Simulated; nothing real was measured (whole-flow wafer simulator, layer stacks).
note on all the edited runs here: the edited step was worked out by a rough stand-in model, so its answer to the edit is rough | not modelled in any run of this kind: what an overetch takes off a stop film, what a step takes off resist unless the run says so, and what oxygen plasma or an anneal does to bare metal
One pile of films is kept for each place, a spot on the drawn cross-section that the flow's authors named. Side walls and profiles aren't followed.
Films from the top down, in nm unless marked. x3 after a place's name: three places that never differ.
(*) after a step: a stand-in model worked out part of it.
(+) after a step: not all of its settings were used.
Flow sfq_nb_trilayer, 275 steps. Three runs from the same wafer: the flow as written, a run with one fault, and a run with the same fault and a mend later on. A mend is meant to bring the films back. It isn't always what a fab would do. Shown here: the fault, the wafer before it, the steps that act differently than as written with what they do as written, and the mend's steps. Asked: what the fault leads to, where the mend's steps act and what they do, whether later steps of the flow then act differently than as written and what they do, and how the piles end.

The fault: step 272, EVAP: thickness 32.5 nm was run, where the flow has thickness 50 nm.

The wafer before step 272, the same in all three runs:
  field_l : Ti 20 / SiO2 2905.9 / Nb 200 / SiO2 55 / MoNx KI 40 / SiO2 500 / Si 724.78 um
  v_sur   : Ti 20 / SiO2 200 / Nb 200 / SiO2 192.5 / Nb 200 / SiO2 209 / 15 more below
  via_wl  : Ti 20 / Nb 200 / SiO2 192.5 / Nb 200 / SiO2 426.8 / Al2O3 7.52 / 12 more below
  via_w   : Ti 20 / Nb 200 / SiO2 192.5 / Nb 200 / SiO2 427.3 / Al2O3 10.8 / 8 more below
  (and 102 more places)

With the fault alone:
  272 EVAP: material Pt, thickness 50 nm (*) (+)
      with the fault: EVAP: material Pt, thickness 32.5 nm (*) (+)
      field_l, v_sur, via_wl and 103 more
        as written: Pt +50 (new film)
        with the fault: Pt +32.5 (new film)
  Later steps of the flow that act differently than as written:
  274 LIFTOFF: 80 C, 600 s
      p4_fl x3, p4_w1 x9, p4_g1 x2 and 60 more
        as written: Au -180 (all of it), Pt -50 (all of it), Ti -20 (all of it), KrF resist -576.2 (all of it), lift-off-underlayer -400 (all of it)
        with the fault: Au -180 (all of it), Pt -32.5 (all of it), Ti -20 (all of it), KrF resist -576.2 (all of it), lift-off-underlayer -400 (all of it)
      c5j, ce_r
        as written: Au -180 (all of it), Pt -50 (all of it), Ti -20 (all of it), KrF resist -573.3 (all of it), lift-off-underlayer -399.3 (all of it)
        with the fault: Au -180 (all of it), Pt -32.5 (all of it), Ti -20 (all of it), KrF resist -573.3 (all of it), lift-off-underlayer -399.3 (all of it)
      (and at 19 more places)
  At the end the piles differ from the flow's by more than 2% or 0.5 nm, whichever is larger, at field_l, v_sur, via_wl and 8 more.
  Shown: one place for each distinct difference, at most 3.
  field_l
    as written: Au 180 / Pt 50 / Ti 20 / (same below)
    with the fault: Au 180 / Pt 32.5 / Ti 20 / (same below)

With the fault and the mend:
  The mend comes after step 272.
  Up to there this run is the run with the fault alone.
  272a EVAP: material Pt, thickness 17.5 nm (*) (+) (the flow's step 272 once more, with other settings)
      field_l, v_sur, via_wl and 103 more
        Pt +17.5
  No later step of the flow acts differently than as written at any place that is followed.
  At the end the piles are the same as the flow's at every place that both follow.
